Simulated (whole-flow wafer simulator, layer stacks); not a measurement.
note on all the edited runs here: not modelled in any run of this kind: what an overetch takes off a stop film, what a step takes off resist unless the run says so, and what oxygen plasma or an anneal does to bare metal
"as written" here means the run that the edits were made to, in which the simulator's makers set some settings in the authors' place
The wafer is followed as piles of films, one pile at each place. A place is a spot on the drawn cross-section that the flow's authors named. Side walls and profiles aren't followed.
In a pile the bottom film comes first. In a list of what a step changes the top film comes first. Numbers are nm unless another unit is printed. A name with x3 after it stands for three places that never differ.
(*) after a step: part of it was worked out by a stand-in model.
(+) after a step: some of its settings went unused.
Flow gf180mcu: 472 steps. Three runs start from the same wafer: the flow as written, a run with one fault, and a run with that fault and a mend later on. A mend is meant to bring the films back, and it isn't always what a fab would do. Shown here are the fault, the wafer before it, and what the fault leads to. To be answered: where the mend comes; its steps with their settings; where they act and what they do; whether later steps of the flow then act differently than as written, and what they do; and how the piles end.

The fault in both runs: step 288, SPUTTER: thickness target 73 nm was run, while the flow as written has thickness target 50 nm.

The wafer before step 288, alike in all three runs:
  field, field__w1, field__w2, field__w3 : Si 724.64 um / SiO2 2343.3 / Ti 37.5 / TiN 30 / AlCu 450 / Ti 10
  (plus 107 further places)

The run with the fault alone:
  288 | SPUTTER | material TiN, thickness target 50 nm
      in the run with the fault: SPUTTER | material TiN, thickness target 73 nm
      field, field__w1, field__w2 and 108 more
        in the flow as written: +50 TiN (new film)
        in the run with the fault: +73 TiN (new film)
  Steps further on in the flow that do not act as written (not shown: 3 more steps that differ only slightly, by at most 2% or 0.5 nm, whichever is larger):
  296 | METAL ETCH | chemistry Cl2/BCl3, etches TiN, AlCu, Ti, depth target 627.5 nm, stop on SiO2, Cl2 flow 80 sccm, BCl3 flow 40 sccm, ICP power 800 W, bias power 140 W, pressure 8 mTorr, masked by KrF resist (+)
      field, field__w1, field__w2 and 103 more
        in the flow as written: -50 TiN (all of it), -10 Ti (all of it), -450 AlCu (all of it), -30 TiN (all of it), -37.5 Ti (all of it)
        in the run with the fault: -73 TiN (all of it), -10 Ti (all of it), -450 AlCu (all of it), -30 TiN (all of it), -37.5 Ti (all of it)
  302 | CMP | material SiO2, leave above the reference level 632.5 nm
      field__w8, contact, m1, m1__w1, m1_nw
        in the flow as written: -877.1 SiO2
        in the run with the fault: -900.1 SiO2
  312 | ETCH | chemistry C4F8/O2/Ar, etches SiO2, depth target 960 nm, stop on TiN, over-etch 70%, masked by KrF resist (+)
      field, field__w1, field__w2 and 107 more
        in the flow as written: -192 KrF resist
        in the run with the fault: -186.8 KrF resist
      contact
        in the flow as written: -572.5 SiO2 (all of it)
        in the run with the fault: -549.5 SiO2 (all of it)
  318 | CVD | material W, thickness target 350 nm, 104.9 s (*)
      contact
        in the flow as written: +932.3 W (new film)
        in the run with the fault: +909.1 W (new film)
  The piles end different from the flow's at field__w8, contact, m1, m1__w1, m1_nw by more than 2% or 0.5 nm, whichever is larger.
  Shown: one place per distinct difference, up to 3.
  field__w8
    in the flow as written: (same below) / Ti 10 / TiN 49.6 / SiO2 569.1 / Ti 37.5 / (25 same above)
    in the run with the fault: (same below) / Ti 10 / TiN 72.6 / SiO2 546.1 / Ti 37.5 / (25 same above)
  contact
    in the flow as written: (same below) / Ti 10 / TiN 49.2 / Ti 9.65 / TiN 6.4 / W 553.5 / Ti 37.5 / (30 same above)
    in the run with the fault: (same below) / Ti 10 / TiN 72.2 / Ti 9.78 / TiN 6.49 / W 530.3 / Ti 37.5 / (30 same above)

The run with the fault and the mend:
  The mend stands after step 288.
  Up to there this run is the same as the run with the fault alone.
  288a | METAL ETCH | chemistry Cl2/BCl3, etches TiN, AlCu, Ti, depth target 23 nm, Cl2 flow 80 sccm, BCl3 flow 40 sccm, ICP power 800 W, bias power 140 W, pressure 8 mTorr (a further turn of the flow's step 260, with different settings)
      field, field__w1, field__w2 and 108 more
        -23 TiN
  None of the later steps of the flow acts differently than as written at any place that is followed.
  By the end, the piles equal the flow's at every place that both follow.
